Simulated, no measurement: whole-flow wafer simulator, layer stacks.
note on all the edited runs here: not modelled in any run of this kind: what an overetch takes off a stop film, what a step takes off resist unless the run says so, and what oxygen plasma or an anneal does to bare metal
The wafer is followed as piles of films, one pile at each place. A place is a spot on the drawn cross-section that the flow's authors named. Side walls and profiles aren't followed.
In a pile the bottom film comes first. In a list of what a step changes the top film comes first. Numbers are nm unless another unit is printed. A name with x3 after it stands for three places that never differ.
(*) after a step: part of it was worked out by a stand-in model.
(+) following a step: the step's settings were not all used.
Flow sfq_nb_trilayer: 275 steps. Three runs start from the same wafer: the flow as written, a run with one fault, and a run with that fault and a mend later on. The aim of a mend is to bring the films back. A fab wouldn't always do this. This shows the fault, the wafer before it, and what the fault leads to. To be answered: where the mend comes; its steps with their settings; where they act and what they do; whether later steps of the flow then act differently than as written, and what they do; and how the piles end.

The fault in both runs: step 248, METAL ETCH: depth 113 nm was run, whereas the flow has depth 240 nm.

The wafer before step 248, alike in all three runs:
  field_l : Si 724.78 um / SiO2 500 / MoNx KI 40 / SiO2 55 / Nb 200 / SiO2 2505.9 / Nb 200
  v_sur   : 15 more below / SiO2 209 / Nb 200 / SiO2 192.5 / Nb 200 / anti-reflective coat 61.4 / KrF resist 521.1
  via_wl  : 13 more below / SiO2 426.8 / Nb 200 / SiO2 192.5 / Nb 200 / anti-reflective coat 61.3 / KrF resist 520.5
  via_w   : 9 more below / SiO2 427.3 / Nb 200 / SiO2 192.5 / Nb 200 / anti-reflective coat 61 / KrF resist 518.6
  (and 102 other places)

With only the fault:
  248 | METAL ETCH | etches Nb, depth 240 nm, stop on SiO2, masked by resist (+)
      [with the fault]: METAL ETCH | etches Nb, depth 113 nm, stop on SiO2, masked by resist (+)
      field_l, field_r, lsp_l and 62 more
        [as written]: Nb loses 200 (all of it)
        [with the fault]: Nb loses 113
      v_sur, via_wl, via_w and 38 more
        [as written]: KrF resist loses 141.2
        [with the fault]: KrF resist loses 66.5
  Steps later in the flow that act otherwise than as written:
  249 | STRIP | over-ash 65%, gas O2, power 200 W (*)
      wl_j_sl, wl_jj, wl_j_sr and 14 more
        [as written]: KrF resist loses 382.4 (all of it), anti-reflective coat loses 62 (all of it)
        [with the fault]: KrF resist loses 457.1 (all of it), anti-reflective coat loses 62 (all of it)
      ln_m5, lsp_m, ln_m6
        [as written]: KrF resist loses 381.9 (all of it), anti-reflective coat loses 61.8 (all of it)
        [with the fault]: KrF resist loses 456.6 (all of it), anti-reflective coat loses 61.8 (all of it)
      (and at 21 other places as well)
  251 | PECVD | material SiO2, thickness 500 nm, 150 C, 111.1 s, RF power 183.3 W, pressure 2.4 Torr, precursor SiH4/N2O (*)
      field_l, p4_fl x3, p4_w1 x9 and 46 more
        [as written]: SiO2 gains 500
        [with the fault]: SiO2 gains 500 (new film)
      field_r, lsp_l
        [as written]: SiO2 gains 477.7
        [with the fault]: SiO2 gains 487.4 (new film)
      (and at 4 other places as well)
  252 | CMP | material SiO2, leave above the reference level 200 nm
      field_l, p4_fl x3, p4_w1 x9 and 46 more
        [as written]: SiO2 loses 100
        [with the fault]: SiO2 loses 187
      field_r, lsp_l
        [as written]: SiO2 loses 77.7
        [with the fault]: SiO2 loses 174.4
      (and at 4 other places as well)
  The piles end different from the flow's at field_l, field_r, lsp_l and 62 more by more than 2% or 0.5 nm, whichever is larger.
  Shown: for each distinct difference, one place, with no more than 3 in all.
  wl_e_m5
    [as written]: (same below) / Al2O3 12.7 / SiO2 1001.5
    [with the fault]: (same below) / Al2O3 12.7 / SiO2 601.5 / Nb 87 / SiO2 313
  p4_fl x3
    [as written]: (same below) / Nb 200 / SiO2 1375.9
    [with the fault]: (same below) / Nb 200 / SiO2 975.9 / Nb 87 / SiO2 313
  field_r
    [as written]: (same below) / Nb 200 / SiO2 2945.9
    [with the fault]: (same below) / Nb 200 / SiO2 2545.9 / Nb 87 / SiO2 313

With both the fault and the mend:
  After step 248 comes the mend.
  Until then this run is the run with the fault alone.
  248a | METAL ETCH | etches Nb, depth 127 nm, stop on SiO2, masked by resist (+) (the flow's step 248 again, with other settings)
      field_l, field_r, lsp_l and 62 more
        Nb loses 87 (all of it)
      v_sur, via_wl, via_w and 38 more
        KrF resist loses 74.7
  Every later step of the flow that is run acts as written at every place that is followed.
  At every place that both follow, the piles at the end match the flow's.
